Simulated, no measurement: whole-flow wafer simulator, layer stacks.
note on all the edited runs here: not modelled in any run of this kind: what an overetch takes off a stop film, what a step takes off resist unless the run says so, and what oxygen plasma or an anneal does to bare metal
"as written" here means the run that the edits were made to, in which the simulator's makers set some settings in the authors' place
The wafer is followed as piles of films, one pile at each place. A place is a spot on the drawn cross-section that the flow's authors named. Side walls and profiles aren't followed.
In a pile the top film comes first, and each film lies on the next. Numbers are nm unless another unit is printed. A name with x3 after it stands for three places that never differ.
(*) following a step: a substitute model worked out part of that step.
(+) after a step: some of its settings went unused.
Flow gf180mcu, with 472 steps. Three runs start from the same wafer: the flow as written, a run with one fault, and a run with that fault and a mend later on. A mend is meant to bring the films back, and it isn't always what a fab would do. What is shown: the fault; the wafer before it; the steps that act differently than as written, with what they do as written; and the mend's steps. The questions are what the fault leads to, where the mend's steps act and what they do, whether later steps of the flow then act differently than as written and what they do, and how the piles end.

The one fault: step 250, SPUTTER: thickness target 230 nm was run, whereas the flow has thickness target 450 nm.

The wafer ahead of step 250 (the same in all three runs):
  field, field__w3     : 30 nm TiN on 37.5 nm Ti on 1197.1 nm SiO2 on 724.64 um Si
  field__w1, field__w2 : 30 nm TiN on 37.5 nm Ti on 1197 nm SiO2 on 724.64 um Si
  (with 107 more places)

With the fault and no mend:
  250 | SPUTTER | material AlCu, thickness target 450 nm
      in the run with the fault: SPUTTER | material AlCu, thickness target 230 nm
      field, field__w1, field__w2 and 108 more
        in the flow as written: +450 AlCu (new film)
        in the run with the fault: +230 AlCu (new film)
  Later steps of the flow acting differently than as written:
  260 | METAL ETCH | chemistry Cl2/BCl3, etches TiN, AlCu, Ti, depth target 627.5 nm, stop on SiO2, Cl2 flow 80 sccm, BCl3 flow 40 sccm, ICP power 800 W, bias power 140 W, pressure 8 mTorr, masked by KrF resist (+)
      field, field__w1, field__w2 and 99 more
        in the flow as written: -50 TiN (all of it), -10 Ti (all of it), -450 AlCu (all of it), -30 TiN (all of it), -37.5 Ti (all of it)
        in the run with the fault: -50 TiN (all of it), -10 Ti (all of it), -230 AlCu (all of it), -30 TiN (all of it), -37.5 Ti (all of it)
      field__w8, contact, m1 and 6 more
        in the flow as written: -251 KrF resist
        in the run with the fault: -214.5 KrF resist
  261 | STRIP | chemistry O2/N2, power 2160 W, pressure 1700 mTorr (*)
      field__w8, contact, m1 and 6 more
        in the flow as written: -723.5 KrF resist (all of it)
        in the run with the fault: -760 KrF resist (all of it)
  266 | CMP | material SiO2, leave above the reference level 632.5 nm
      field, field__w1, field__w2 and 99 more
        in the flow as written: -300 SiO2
        in the run with the fault: -520 SiO2
  By the end, the piles at field, field__w1, field__w2 and 109 more depart from the flow's by more than 2% or 0.5 nm, whichever is larger.
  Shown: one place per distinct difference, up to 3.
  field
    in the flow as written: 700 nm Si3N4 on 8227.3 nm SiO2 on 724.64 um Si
    in the run with the fault: 700 nm Si3N4 on 8007.3 nm SiO2 on 724.64 um Si
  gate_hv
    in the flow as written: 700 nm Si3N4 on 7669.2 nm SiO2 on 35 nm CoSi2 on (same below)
    in the run with the fault: 700 nm Si3N4 on 7449.2 nm SiO2 on 35 nm CoSi2 on (same below)
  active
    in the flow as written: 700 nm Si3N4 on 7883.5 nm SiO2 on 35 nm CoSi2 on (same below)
    in the run with the fault: 700 nm Si3N4 on 7663.5 nm SiO2 on 35 nm CoSi2 on (same below)

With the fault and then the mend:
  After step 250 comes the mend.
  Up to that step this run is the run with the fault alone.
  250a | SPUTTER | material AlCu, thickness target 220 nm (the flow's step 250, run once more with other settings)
      field, field__w1, field__w2 and 108 more
        +220 AlCu
  None of the later steps of the flow acts differently than as written at any place that is followed.
  The piles end the same as the flow's at every place that both follow.
